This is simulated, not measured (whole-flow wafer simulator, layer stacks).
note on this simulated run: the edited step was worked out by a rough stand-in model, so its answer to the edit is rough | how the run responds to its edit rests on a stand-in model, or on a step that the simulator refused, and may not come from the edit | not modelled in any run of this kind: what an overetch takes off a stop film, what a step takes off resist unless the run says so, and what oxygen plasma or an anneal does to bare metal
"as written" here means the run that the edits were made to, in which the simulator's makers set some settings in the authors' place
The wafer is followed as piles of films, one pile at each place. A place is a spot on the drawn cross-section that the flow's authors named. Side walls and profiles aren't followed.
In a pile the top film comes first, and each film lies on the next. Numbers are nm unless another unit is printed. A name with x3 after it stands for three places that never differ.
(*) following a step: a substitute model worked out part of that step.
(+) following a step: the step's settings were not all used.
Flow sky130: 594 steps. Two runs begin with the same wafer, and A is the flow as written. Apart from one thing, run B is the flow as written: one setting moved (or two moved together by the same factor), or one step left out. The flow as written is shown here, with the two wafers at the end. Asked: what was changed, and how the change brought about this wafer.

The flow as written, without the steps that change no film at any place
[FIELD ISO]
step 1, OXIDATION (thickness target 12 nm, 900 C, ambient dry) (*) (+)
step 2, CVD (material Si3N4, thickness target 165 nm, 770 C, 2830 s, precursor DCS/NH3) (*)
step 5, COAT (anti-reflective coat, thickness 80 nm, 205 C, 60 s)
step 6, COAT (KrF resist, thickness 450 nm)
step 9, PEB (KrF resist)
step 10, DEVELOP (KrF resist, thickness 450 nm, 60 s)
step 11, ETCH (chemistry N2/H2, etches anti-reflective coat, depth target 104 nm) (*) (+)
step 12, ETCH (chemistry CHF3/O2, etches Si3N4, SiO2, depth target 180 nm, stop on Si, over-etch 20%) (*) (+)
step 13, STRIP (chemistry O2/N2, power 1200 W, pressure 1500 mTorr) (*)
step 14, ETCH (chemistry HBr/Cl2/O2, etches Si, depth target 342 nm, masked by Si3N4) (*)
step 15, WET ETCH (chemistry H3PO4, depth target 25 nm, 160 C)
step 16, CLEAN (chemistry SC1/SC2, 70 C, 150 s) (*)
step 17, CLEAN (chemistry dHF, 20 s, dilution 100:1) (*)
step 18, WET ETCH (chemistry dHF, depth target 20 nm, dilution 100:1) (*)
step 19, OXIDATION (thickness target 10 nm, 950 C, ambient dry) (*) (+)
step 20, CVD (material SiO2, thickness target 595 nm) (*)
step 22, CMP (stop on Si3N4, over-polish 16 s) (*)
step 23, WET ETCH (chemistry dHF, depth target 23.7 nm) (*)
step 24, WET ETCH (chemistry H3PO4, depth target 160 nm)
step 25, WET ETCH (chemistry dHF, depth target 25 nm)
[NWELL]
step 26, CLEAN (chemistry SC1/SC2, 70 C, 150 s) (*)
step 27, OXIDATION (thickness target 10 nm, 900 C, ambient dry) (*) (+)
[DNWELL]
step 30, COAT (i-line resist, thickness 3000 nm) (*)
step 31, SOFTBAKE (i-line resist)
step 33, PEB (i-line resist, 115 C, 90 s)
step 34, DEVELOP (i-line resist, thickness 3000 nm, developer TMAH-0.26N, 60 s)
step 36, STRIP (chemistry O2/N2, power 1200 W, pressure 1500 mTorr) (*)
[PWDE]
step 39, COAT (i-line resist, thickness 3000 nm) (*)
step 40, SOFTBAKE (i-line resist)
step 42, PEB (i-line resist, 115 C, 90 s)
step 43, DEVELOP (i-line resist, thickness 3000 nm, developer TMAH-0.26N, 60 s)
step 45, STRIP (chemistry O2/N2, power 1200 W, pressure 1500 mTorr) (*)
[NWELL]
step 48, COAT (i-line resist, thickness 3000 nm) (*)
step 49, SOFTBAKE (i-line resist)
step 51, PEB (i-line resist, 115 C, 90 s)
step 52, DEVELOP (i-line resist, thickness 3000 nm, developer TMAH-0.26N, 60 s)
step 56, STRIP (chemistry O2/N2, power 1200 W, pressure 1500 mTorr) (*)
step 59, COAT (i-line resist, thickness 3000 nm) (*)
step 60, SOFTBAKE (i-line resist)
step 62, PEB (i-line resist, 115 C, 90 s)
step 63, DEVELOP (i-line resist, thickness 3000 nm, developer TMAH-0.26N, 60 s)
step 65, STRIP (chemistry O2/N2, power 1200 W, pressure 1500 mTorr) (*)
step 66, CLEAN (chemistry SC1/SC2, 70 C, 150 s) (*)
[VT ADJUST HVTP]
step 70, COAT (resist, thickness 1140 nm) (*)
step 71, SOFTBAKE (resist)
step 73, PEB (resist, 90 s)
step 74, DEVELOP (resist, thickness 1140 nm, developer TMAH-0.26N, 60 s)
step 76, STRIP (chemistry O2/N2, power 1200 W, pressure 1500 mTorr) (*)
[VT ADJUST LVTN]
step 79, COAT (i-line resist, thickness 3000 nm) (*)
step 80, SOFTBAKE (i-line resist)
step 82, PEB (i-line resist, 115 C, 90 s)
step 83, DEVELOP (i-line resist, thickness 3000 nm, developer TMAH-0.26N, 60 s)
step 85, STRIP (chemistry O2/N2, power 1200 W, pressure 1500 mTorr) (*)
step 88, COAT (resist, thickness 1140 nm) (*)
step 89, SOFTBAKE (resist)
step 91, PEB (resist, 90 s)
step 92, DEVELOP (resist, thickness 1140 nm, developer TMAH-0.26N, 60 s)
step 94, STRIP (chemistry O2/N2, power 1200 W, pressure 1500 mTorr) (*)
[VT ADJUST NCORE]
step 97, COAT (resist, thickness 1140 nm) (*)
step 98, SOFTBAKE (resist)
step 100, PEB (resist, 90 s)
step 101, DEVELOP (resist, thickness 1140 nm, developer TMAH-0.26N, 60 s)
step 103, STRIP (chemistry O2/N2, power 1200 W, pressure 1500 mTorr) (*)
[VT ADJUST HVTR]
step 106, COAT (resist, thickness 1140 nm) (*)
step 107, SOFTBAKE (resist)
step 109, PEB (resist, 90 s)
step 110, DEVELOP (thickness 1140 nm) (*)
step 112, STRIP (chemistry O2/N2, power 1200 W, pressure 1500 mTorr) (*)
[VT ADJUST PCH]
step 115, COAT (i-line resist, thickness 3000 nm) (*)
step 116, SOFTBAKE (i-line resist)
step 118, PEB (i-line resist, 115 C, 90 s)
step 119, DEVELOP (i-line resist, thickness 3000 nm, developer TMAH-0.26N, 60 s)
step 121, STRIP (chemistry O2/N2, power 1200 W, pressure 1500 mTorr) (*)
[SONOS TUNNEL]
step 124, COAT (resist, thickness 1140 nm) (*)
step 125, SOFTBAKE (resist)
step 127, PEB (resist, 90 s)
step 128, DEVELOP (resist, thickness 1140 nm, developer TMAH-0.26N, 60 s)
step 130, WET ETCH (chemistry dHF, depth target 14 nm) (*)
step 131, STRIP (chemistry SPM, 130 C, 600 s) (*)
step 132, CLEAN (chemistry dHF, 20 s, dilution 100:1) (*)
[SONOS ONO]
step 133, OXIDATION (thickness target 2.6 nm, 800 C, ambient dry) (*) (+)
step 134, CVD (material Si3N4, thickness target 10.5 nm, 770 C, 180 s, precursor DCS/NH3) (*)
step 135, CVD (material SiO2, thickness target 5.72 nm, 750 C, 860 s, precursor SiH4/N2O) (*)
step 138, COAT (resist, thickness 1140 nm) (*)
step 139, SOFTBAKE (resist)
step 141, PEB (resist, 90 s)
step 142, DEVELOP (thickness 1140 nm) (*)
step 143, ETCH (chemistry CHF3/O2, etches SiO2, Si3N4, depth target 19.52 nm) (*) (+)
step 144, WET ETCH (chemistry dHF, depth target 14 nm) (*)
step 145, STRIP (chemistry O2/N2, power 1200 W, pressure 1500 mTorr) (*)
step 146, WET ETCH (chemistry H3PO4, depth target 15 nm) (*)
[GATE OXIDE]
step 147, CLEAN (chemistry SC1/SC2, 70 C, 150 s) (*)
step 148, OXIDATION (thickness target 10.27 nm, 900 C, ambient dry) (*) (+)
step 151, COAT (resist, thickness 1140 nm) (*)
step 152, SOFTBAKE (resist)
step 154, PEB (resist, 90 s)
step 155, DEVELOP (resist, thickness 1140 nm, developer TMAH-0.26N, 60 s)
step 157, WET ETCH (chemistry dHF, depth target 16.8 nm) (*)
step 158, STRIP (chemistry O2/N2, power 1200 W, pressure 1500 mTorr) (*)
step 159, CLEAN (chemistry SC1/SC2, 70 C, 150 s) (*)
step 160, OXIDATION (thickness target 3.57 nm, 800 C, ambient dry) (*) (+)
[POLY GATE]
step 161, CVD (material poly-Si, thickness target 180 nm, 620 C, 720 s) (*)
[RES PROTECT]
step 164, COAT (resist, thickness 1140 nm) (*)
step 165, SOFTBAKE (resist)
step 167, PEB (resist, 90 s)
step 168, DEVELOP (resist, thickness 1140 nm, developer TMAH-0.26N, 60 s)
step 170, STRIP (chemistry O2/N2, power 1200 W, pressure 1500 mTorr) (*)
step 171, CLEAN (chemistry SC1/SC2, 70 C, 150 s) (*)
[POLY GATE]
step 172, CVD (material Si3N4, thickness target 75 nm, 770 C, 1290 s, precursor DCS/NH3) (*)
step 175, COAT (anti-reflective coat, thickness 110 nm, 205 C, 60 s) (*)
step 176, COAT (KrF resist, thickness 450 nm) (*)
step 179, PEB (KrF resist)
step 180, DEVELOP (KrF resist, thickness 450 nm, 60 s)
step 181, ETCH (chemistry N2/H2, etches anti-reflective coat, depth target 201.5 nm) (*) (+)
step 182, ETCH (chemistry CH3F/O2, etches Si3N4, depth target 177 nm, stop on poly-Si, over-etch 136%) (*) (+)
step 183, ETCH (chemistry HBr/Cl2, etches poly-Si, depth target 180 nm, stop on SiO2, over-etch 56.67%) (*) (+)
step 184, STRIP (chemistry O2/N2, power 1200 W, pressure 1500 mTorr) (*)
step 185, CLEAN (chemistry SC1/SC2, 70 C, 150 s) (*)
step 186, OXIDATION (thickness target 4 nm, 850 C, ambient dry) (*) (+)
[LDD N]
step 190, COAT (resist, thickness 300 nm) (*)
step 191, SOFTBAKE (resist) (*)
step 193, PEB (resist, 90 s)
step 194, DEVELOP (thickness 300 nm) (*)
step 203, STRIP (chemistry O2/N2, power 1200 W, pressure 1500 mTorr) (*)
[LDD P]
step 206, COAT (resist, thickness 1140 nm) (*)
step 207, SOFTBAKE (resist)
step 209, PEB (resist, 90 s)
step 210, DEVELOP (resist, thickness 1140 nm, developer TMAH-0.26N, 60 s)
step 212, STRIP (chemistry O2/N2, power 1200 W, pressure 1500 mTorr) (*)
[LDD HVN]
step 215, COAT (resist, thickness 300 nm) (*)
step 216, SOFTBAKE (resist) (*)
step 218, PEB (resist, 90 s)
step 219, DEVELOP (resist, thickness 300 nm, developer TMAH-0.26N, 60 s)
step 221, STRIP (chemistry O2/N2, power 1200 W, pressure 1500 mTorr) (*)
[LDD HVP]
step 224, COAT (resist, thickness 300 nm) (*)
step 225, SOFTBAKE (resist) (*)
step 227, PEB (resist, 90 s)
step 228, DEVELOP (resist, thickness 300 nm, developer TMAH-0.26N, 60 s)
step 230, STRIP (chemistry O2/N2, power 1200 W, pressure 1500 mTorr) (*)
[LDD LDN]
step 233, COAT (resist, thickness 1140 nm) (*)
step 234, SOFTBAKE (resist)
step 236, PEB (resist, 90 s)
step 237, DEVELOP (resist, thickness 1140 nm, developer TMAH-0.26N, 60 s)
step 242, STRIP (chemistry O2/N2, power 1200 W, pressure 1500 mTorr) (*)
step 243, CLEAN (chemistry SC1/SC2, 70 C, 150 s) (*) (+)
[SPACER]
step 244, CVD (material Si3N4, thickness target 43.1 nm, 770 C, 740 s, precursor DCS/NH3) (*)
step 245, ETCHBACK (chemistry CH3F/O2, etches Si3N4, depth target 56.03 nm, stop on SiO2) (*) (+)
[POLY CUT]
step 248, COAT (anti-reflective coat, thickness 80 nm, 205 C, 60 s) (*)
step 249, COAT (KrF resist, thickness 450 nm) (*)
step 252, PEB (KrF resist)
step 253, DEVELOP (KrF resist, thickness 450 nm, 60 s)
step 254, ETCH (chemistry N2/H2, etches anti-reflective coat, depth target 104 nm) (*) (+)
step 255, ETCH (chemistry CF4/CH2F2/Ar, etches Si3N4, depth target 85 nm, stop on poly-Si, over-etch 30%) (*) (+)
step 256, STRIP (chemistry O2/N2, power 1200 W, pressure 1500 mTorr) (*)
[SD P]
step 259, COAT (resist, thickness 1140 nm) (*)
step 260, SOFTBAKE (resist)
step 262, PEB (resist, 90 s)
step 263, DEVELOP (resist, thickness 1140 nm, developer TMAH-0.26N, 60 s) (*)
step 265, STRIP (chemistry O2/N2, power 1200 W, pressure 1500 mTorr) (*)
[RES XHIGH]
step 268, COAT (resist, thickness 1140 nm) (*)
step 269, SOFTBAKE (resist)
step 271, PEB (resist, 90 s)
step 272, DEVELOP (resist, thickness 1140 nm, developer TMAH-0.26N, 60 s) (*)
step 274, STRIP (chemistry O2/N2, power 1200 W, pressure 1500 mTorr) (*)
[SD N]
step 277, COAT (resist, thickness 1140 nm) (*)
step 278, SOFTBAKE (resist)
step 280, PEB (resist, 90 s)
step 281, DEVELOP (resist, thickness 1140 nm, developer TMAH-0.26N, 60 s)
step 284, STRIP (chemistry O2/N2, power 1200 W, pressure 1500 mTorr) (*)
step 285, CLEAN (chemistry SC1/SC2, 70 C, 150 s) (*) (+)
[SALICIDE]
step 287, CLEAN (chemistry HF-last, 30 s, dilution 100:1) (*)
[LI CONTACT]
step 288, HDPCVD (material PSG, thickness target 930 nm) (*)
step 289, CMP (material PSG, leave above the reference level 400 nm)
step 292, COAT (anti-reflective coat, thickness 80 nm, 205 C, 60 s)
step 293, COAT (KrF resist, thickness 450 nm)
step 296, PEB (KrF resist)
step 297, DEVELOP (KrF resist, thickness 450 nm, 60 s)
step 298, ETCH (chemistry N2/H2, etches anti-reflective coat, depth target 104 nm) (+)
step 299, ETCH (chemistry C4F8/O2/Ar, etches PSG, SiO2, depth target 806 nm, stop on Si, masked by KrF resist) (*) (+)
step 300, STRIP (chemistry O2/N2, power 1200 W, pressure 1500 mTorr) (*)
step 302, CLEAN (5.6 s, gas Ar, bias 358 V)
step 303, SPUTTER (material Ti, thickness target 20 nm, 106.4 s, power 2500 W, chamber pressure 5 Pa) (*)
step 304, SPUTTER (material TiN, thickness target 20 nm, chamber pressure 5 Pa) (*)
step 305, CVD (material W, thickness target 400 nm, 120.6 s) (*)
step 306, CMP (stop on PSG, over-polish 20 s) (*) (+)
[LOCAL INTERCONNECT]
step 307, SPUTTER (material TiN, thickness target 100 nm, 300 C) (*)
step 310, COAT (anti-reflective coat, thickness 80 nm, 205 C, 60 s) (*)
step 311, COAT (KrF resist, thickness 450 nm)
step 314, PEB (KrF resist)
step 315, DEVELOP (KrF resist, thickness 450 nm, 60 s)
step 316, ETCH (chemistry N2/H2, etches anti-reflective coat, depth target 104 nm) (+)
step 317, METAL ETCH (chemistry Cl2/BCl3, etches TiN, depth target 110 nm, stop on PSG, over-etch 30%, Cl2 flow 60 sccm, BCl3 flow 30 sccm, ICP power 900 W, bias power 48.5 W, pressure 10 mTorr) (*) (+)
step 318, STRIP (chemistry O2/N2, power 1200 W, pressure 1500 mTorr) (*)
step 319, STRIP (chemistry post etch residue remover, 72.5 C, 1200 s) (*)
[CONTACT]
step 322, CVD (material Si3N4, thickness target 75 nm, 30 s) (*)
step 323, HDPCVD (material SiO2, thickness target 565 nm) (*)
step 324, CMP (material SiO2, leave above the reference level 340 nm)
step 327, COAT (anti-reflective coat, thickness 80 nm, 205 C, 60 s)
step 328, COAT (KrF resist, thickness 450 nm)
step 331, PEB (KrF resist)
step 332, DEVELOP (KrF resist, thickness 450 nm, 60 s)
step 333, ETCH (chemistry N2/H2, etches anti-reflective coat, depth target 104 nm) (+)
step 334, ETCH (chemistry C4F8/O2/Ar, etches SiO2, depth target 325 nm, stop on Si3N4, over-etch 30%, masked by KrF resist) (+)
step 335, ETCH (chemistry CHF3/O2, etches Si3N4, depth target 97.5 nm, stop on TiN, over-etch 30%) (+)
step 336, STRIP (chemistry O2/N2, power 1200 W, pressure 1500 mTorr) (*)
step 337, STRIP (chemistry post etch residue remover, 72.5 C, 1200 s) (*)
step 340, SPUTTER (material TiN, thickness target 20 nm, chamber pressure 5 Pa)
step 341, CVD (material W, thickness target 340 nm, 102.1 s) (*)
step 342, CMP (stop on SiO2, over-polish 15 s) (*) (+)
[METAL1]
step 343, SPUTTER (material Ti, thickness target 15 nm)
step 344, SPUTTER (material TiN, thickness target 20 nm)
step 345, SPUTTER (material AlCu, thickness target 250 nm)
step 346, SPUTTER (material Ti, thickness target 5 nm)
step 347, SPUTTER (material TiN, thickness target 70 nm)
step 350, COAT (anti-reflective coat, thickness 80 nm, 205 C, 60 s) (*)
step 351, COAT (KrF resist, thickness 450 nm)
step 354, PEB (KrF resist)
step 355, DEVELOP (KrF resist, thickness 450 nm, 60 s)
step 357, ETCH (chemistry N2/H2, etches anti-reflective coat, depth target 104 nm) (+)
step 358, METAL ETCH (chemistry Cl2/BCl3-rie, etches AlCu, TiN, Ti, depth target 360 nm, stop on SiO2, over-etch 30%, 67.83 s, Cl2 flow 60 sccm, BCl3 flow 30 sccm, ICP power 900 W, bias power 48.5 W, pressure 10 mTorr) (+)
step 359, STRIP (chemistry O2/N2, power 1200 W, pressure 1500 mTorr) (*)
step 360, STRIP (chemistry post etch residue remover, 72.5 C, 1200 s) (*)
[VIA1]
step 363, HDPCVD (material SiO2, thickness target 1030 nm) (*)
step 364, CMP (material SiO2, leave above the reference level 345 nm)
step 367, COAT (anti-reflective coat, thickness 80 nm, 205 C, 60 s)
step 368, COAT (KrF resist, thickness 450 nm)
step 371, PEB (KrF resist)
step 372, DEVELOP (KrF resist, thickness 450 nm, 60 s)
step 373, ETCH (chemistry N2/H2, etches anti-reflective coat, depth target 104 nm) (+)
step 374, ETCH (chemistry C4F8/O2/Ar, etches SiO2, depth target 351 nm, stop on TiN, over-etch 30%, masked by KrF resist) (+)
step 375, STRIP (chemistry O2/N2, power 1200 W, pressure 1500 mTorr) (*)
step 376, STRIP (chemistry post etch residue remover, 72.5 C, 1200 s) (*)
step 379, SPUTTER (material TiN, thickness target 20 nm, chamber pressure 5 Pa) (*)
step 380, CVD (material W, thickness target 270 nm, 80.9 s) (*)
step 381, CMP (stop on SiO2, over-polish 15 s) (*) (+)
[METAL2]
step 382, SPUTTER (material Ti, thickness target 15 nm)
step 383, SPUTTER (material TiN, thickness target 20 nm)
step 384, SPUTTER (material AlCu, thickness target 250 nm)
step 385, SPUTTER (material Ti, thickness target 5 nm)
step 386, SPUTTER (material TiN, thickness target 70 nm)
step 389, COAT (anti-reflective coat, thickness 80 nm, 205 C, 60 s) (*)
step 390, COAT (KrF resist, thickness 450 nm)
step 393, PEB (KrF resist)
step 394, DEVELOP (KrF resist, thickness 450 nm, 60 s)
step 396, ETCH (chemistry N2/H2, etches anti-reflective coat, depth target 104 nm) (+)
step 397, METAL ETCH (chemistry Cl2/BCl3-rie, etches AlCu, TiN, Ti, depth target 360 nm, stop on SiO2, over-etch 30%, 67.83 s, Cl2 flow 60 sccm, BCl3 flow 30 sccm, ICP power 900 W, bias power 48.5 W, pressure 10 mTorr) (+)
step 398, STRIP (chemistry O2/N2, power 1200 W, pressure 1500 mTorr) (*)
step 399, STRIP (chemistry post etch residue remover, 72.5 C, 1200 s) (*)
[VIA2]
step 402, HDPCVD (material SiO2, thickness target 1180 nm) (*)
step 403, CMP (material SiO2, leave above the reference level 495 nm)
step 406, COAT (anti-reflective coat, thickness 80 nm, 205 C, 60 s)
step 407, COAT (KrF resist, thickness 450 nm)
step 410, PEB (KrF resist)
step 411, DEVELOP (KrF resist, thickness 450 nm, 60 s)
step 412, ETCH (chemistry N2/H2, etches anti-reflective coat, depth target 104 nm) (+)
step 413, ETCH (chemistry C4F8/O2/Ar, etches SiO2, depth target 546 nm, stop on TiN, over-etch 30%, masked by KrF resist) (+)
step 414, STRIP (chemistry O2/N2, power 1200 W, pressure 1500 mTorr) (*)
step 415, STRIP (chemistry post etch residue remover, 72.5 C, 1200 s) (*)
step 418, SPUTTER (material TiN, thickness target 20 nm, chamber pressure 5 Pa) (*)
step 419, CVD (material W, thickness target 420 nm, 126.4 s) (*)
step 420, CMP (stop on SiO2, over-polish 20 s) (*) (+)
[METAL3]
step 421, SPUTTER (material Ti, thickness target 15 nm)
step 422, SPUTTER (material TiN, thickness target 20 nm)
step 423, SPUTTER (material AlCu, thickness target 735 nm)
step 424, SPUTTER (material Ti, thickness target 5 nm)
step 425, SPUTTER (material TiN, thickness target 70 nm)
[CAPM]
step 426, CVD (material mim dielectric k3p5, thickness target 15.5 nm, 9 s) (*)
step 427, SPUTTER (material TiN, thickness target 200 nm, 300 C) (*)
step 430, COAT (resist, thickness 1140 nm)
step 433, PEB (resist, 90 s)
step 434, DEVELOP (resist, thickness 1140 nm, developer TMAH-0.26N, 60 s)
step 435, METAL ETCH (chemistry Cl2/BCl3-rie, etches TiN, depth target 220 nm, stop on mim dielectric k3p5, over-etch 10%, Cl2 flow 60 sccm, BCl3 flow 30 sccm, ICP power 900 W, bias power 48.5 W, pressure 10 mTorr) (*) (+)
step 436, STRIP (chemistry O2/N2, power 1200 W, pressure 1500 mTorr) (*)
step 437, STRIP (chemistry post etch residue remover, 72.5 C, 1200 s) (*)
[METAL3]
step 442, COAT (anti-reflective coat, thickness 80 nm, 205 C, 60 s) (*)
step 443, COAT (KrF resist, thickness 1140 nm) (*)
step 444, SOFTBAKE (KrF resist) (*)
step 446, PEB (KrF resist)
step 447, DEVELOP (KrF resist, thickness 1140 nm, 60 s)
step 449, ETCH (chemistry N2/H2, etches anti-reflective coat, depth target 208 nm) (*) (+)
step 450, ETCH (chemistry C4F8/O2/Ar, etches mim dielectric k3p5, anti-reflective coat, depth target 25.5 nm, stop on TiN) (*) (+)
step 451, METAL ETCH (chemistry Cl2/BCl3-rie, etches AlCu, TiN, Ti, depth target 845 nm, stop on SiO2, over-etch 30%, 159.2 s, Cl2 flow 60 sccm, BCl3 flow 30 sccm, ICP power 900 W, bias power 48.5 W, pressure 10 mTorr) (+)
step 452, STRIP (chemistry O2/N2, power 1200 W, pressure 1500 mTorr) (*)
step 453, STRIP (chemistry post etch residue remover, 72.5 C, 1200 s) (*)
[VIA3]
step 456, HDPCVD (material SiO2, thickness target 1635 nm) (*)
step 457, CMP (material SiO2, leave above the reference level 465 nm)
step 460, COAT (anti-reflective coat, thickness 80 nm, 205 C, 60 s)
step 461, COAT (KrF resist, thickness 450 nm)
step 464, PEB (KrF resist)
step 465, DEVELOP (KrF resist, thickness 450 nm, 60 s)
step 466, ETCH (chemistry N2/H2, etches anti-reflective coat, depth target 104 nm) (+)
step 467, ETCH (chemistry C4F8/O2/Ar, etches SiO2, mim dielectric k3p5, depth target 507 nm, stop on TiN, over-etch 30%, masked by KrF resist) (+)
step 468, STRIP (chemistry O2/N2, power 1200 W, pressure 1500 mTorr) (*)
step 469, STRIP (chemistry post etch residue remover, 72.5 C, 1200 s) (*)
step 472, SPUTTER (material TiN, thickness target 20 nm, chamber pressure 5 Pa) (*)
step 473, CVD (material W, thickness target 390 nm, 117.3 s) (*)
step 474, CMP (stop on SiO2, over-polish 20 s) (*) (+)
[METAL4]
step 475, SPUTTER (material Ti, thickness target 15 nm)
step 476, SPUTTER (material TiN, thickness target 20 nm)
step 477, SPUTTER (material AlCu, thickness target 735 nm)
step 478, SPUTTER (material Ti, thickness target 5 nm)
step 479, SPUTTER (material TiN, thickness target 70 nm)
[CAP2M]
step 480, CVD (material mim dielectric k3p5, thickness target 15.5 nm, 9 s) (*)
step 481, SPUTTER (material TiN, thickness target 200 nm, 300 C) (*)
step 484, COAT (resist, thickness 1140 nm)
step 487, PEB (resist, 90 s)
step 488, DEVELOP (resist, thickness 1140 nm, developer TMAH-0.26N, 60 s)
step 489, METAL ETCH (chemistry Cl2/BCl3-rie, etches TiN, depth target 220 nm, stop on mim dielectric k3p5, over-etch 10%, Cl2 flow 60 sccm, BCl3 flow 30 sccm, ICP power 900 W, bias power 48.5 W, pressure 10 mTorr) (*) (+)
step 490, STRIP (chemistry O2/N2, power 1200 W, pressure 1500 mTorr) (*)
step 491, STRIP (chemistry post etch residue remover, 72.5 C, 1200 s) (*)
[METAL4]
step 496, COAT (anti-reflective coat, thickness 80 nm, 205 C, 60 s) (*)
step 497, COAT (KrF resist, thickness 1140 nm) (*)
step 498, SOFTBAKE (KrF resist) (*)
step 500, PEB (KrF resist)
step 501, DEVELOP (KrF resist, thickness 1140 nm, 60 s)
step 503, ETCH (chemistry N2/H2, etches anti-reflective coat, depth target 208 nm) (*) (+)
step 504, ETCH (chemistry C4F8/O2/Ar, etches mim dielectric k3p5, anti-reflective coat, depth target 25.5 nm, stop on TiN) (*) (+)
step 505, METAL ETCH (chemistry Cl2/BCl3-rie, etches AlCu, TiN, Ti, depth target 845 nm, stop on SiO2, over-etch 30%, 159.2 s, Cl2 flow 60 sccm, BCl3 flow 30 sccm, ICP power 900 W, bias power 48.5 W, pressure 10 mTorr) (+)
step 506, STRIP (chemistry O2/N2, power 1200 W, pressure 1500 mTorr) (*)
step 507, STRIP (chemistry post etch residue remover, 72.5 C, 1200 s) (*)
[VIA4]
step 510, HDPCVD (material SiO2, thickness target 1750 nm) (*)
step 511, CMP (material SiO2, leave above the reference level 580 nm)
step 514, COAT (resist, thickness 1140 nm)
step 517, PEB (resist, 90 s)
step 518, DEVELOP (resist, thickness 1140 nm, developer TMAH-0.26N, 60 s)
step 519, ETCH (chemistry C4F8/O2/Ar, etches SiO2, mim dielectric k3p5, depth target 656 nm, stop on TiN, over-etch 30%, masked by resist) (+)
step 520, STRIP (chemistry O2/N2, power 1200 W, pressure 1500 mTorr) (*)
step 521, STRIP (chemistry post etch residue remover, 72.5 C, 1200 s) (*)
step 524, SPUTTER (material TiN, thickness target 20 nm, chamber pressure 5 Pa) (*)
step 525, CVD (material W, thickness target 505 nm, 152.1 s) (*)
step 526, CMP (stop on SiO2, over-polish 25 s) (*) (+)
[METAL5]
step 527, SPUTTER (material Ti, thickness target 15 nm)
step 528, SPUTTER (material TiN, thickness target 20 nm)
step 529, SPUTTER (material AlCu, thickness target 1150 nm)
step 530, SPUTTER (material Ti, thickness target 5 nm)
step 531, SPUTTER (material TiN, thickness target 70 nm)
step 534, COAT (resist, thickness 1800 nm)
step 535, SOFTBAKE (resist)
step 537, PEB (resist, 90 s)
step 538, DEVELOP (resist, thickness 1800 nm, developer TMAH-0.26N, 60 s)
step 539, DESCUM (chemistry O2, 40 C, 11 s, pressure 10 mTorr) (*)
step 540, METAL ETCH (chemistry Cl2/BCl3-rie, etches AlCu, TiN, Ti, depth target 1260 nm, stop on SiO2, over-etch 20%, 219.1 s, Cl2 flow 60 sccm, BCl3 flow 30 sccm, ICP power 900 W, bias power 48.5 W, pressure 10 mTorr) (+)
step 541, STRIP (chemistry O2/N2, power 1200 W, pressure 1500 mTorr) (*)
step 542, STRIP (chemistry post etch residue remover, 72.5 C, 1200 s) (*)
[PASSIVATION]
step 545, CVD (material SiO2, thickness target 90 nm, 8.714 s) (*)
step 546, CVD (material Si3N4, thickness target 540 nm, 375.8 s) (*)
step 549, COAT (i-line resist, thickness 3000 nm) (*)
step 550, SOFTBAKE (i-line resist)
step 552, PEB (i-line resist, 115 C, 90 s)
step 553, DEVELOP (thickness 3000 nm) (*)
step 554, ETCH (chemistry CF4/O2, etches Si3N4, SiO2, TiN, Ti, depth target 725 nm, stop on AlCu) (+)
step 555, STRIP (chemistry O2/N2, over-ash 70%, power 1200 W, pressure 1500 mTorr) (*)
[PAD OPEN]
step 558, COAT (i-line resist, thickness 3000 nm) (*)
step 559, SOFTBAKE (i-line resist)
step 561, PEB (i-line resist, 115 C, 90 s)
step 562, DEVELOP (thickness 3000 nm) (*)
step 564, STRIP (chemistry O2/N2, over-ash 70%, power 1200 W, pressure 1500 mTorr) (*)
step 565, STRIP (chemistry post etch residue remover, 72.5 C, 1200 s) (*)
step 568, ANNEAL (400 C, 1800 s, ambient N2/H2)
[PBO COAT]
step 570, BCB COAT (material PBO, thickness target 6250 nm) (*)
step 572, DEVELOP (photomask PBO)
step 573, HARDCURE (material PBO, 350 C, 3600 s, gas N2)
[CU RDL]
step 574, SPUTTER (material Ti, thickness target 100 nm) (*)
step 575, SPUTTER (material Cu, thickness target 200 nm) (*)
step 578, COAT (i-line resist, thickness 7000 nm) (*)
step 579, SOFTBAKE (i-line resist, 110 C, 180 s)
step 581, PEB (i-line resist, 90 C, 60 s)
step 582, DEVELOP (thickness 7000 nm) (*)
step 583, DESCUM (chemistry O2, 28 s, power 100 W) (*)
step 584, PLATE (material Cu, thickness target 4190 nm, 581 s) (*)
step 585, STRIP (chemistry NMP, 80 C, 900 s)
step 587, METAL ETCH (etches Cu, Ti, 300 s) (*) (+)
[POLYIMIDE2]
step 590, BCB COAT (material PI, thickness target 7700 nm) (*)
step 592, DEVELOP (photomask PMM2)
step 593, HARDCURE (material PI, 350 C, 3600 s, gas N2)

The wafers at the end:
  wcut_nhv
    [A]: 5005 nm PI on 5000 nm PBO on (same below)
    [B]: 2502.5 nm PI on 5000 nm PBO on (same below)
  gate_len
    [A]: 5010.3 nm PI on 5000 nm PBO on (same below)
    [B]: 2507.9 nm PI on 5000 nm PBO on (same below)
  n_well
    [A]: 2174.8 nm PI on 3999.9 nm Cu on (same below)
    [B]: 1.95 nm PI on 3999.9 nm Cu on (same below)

The reason: step 590, BCB COAT: thickness target 3850 nm was run, while the flow as written has thickness target 7700 nm.

Step by step, how the change led to this:
  step 590, BCB COAT (material PI, thickness target 7700 nm) (*)
      de16_gate_nw: A +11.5 um PI (new film) | B +7422.3 PI (new film)
      dice_street, wcut_nhv, wcut_phv and 14 more: A +7700 PI (new film) | B +3850 PI (new film)
      (and at 175 other places as well)
  step 592, DEVELOP (photomask PMM2)
      pad: A -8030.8 PI (all of it) | B -4180.9 PI (all of it)
  step 593, HARDCURE (material PI, 350 C, 3600 s, gas N2)
      dice_street, wcut_nhv, wcut_phv and 16 more: A -2695 PI | B -1347.5 PI
      gate_p_lg05, gate_len, gate_lvt_sd_len, gate_p_sd_len, gate_p_hvt_sd_len, gate_p_lvt_sd_len, gate_len_250: A -2695.1 PI | B -1347.5 PI
      (and at 166 other places as well)
